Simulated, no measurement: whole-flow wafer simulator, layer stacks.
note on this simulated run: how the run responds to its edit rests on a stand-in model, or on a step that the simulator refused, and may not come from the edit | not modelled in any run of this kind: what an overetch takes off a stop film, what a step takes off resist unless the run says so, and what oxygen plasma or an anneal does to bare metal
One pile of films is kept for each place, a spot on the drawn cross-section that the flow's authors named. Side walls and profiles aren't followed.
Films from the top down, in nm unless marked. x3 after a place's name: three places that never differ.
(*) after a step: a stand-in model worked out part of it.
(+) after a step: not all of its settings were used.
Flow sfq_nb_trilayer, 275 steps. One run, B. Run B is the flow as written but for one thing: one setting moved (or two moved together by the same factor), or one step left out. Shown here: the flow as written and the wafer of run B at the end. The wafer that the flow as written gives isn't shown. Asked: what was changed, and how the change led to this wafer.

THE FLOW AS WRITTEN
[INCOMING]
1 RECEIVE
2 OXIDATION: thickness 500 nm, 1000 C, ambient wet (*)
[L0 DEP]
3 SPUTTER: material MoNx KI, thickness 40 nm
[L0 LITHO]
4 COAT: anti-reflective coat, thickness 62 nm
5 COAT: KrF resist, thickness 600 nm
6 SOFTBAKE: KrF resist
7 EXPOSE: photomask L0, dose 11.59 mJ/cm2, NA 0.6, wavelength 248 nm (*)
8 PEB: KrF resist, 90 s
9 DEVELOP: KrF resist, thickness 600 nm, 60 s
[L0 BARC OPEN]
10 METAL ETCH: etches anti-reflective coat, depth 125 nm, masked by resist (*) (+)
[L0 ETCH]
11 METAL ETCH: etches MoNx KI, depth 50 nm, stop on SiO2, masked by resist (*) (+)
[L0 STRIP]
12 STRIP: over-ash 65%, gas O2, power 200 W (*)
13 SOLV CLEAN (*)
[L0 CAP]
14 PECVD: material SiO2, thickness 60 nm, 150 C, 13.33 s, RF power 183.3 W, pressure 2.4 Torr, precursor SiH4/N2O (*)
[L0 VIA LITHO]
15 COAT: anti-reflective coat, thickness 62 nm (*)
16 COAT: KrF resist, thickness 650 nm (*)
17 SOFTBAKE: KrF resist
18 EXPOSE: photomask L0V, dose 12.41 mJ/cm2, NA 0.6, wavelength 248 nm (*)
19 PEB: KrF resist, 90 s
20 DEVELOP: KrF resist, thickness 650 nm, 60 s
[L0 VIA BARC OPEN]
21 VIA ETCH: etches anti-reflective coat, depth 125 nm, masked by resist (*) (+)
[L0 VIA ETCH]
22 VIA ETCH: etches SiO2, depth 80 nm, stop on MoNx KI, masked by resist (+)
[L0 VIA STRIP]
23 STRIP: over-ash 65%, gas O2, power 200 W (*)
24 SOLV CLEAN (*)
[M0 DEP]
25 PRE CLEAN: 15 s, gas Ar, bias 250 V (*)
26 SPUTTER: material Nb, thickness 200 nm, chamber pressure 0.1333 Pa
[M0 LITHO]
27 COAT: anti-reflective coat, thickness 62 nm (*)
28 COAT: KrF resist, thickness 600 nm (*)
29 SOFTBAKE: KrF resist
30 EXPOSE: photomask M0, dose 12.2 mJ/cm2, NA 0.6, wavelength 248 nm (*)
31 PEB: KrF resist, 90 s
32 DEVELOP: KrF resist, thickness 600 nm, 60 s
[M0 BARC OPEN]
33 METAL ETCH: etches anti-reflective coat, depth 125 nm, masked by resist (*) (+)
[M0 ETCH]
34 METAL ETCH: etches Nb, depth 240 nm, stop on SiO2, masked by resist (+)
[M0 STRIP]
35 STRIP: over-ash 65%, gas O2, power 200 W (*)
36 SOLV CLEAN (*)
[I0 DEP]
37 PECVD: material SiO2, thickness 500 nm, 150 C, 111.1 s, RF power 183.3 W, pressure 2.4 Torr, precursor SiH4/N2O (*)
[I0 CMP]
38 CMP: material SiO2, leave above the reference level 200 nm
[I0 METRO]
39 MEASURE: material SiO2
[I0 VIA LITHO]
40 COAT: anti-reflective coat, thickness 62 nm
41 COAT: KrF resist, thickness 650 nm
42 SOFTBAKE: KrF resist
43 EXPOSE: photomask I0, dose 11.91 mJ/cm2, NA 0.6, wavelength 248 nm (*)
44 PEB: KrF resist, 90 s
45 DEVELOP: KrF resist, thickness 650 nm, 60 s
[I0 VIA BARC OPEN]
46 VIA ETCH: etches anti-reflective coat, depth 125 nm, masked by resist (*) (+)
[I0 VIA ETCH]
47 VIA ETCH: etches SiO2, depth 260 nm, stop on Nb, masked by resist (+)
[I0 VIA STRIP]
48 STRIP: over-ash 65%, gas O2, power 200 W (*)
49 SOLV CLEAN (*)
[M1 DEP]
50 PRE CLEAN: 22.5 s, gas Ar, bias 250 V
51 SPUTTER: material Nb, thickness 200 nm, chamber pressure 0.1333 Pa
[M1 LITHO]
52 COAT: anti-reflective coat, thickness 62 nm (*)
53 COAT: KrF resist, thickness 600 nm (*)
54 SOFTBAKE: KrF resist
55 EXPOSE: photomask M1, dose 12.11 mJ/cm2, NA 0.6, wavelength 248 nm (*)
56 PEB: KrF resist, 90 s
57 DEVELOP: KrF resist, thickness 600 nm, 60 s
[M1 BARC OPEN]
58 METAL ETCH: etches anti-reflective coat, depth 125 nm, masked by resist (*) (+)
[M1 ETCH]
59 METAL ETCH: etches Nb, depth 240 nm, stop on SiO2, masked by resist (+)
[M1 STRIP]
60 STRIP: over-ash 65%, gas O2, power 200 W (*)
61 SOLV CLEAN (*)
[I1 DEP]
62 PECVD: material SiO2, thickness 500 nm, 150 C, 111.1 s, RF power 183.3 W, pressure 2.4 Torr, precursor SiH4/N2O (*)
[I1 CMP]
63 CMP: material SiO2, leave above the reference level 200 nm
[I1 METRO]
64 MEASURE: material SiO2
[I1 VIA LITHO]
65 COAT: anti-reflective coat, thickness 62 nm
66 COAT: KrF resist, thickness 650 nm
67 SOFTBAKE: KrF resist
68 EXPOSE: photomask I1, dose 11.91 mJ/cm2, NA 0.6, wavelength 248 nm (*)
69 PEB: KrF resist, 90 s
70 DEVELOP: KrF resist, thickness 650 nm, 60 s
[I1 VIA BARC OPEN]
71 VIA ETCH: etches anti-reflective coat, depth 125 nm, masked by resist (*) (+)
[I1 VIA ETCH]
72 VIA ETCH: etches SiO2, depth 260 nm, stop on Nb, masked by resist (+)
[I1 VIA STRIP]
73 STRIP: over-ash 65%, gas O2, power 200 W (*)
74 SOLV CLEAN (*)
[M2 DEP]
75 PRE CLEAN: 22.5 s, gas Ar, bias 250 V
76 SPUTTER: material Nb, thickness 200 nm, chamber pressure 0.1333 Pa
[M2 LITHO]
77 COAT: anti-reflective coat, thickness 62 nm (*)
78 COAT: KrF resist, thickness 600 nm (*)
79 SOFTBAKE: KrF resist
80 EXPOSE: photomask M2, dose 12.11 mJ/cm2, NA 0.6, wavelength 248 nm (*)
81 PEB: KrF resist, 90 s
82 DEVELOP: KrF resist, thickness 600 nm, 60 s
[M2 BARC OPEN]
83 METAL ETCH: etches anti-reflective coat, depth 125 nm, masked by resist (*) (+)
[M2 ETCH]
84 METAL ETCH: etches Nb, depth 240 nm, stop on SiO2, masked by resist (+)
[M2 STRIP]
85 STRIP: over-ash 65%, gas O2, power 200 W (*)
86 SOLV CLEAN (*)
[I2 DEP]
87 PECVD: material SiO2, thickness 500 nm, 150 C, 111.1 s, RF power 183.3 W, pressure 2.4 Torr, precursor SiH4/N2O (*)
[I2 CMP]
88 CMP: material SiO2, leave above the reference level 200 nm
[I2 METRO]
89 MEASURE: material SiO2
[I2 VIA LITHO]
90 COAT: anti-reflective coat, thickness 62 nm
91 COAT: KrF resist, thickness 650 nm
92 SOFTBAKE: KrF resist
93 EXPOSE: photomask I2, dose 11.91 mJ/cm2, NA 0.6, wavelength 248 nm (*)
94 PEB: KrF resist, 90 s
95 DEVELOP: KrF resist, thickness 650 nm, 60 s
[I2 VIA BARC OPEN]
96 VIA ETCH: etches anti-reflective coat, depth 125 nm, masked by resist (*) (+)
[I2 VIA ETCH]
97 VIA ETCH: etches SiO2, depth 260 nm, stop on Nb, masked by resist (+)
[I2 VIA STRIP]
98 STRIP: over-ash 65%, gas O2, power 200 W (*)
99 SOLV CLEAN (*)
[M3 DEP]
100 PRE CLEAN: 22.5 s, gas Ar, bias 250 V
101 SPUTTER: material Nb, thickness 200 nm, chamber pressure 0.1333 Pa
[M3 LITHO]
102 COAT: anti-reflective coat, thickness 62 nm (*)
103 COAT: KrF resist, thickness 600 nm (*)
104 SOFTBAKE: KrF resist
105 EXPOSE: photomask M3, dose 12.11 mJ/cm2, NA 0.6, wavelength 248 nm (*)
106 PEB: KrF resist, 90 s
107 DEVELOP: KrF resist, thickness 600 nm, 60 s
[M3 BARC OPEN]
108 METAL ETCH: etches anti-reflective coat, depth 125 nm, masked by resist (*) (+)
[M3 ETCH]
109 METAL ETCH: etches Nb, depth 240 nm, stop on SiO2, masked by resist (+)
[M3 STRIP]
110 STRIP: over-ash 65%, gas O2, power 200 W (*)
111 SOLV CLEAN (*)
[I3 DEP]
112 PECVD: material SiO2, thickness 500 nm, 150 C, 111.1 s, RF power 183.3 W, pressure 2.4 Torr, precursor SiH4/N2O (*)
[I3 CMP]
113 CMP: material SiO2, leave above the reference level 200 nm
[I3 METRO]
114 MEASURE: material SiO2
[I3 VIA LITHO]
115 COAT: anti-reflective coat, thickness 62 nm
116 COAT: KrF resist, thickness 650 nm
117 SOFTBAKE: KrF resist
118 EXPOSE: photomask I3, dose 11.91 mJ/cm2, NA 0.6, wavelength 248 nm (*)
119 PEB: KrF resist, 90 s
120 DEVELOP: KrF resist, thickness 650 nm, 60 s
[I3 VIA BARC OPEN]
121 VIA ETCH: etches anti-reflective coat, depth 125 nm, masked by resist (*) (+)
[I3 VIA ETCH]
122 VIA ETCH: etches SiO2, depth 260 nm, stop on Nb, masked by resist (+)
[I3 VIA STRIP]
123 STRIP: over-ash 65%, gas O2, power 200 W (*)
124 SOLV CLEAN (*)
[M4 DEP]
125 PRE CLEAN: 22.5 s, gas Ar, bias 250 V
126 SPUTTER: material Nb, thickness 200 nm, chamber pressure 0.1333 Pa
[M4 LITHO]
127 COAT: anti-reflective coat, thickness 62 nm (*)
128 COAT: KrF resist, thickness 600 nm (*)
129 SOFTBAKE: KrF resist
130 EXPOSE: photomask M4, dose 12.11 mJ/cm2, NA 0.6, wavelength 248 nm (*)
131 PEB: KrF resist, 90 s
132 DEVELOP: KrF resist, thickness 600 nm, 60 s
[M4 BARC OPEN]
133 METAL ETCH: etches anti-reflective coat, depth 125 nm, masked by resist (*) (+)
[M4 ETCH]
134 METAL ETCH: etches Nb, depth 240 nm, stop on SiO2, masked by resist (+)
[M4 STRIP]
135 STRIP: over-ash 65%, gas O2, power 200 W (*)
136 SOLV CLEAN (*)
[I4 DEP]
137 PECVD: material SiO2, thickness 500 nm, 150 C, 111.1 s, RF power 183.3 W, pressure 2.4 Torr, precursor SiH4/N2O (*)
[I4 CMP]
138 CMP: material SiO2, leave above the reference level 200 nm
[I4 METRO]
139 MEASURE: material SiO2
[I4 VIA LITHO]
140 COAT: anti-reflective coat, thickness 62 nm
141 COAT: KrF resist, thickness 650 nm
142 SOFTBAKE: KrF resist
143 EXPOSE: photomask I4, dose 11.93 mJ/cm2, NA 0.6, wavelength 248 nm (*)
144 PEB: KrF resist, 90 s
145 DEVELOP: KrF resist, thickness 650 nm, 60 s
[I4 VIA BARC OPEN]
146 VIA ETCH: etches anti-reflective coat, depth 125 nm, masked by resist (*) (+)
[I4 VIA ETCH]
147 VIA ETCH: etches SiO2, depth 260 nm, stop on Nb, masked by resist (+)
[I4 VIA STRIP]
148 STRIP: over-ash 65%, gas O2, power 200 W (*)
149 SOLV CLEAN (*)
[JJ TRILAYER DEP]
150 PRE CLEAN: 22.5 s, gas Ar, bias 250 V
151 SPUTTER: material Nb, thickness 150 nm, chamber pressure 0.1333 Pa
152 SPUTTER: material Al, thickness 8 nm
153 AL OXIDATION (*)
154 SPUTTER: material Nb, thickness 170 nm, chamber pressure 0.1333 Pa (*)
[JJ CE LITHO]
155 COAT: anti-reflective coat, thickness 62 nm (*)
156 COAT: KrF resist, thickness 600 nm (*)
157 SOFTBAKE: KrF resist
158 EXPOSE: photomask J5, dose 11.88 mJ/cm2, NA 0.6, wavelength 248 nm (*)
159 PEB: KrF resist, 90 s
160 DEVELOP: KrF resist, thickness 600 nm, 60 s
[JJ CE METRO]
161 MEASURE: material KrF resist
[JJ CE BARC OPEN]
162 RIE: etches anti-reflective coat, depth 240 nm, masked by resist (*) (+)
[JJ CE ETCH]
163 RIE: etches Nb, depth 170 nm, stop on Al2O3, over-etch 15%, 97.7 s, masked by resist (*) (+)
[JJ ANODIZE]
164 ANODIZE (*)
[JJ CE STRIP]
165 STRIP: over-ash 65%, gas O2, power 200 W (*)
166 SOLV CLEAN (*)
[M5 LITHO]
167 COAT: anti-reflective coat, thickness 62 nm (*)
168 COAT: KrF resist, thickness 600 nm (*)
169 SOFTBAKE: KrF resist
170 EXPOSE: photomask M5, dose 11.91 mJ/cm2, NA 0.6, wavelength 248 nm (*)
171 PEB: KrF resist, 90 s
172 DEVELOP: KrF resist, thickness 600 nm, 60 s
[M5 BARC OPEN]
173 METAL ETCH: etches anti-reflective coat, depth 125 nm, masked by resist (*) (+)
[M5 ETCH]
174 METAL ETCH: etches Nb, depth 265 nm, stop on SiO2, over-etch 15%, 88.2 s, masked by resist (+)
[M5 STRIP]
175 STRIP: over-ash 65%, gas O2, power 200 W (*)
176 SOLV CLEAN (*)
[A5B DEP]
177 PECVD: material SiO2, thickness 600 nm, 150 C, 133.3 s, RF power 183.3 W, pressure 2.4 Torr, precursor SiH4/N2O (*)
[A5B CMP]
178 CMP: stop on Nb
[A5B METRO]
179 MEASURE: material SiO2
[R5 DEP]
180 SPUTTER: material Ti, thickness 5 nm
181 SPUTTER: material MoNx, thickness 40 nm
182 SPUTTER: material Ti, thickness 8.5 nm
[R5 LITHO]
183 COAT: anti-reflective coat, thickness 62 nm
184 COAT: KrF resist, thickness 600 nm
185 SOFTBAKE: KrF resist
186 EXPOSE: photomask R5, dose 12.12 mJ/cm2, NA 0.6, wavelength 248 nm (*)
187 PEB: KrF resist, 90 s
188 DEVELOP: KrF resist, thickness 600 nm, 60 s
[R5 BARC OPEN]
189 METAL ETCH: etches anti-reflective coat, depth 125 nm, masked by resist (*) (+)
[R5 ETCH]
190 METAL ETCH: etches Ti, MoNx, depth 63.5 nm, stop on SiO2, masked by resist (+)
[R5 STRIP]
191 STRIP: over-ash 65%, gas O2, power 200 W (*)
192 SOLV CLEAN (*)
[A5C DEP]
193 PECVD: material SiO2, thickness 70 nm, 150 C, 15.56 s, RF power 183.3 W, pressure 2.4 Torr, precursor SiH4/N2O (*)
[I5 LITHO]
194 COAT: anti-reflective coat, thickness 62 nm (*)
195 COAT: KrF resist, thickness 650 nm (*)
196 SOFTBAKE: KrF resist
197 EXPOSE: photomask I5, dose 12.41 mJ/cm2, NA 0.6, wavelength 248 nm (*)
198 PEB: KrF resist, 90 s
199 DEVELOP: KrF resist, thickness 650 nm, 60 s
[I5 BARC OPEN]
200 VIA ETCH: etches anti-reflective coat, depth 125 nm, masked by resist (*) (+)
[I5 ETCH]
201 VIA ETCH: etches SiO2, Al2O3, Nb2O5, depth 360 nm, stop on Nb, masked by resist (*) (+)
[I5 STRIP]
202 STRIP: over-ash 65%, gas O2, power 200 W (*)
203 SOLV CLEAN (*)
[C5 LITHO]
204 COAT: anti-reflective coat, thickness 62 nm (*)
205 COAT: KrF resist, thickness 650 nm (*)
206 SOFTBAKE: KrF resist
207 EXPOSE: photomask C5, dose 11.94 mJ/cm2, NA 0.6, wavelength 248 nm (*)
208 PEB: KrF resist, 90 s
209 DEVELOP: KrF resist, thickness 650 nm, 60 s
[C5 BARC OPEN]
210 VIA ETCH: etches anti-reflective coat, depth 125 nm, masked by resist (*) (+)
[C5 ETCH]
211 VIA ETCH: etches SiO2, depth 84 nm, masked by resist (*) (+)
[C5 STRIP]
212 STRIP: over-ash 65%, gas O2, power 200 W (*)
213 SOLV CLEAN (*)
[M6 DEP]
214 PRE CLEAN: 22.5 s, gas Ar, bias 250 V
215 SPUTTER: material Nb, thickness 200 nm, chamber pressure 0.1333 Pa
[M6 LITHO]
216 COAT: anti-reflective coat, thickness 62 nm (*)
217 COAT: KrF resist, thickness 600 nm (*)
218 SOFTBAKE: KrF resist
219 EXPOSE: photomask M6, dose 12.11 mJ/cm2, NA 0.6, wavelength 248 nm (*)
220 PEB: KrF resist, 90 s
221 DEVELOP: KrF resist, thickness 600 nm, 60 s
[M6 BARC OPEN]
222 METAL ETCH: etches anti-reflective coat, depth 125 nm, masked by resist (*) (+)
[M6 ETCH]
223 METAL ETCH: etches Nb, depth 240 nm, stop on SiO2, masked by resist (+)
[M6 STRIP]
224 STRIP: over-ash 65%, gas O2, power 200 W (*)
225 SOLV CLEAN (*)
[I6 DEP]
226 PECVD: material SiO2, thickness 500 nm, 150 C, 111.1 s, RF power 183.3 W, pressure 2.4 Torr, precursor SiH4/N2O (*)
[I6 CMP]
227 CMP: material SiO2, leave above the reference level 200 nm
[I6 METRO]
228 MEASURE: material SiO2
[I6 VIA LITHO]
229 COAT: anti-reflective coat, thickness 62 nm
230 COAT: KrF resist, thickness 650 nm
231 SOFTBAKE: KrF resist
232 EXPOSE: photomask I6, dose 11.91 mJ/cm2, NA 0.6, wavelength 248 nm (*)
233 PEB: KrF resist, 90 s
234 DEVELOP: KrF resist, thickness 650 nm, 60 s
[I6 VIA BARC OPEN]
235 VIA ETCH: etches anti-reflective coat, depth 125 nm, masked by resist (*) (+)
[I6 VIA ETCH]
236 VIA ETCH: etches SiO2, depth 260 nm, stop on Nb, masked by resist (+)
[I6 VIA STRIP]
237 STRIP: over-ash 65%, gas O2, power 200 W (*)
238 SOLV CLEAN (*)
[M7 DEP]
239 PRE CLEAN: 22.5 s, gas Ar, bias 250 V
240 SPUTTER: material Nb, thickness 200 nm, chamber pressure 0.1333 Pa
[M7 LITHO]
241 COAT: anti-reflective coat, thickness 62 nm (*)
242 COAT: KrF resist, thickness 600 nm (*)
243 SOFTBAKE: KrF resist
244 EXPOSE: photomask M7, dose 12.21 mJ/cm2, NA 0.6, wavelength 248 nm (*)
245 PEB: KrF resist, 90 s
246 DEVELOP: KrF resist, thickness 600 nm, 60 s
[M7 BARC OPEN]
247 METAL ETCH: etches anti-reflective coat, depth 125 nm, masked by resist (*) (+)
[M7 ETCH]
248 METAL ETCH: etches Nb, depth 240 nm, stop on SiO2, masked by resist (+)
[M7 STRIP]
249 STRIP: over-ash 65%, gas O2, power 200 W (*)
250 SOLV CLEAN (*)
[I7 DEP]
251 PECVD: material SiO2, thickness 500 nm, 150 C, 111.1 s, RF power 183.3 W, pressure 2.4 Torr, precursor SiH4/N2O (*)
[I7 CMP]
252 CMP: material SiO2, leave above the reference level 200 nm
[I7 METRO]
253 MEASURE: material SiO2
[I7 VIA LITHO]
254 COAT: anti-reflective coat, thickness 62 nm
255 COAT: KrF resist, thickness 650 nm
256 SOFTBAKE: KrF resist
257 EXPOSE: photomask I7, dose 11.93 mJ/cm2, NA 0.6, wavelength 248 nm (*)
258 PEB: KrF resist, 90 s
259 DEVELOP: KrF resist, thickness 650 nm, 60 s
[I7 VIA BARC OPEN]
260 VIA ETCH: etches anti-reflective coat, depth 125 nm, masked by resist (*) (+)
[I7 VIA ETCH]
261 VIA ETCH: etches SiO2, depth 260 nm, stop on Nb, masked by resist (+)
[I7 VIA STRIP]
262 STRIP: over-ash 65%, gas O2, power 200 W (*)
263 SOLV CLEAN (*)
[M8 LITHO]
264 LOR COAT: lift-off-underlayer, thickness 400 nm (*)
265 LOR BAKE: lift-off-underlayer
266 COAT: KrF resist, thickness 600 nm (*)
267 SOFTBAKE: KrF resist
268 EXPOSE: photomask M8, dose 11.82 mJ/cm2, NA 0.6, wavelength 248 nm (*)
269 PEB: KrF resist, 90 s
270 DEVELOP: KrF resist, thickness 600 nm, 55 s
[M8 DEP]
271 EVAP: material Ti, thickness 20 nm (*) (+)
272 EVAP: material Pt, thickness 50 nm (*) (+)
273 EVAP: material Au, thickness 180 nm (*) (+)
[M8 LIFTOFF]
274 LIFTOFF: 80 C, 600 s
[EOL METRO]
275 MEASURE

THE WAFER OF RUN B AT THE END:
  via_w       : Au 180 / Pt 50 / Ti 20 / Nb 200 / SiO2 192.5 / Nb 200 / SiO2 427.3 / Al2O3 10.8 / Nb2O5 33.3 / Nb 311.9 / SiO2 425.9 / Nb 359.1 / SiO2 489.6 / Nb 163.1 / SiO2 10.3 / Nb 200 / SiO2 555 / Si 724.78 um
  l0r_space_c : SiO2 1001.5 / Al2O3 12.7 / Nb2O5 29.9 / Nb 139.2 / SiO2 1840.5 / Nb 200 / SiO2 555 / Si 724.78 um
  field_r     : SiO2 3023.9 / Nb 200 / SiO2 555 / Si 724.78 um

The cause: step 38, CMP: leave above the reference level 278 nm was run, where the flow has leave above the reference level 200 nm.

How the change led to this, step by step:
  38 CMP: material SiO2, leave above the reference level 200 nm
      v_sur, via_wl, via_w and 94 more: SiO2 -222 (as written it would be: SiO2 -300)
      field_l, l0_sur, l0r_line_l, l0r_line_c, l0r_line_r: SiO2 -262 (as written it would be: SiO2 -340)
      (and at 4 more places)
  47 VIA ETCH: etches SiO2, depth 260 nm, stop on Nb, masked by resist (+)
      via_w: SiO2 -260 (as written it would be: SiO2 -199.8 (all of it))
  50 PRE CLEAN: 22.5 s, gas Ar, bias 250 V
      via_w: SiO2 -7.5 (as written it would be: Nb -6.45)
  51 SPUTTER: material Nb, thickness 200 nm, chamber pressure 0.1333 Pa
      via_w: Nb +163.1 (new film) (as written it would be: Nb +174.5)
  52 COAT: anti-reflective coat, thickness 62 nm (*)
      via_w: anti-reflective coat +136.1 (new film) (as written it would be: anti-reflective coat +123.1 (new film))
      via_wr: anti-reflective coat +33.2 (new film) (as written it would be: anti-reflective coat +34.9 (new film))
  53 COAT: KrF resist, thickness 600 nm (*)
      via_w: KrF resist +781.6 (new film) (as written it would be: KrF resist +731.8 (new film))
  60 STRIP: over-ash 65%, gas O2, power 200 W (*)
      via_w: KrF resist -563.6 (all of it), anti-reflective coat -136.1 (all of it) (as written it would be: KrF resist -513.8 (all of it), anti-reflective coat -123.1 (all of it))
      via_wr: KrF resist -378.6 (all of it), anti-reflective coat -33.2 (all of it) (as written it would be: KrF resist -384.4 (all of it), anti-reflective coat -34.9 (all of it))
  62 PECVD: material SiO2, thickness 500 nm, 150 C, 111.1 s, RF power 183.3 W, pressure 2.4 Torr, precursor SiH4/N2O (*)
      via_w: SiO2 +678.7 (new film) (as written it would be: SiO2 +606 (new film))
Counting metal films that touch as one body, via_w has 6 bodies (between them, from the top down: SiO2 192.5; SiO2 427.3 / Al2O3 10.8 / Nb2O5 33.3; SiO2 425.9; SiO2 489.6; SiO2 10.3); the flow as written gives 5 bodies (between them, from the top down: SiO2 192.5; SiO2 427.3 / Al2O3 10.8 / Nb2O5 33.3; SiO2 425.9; SiO2 416.9).
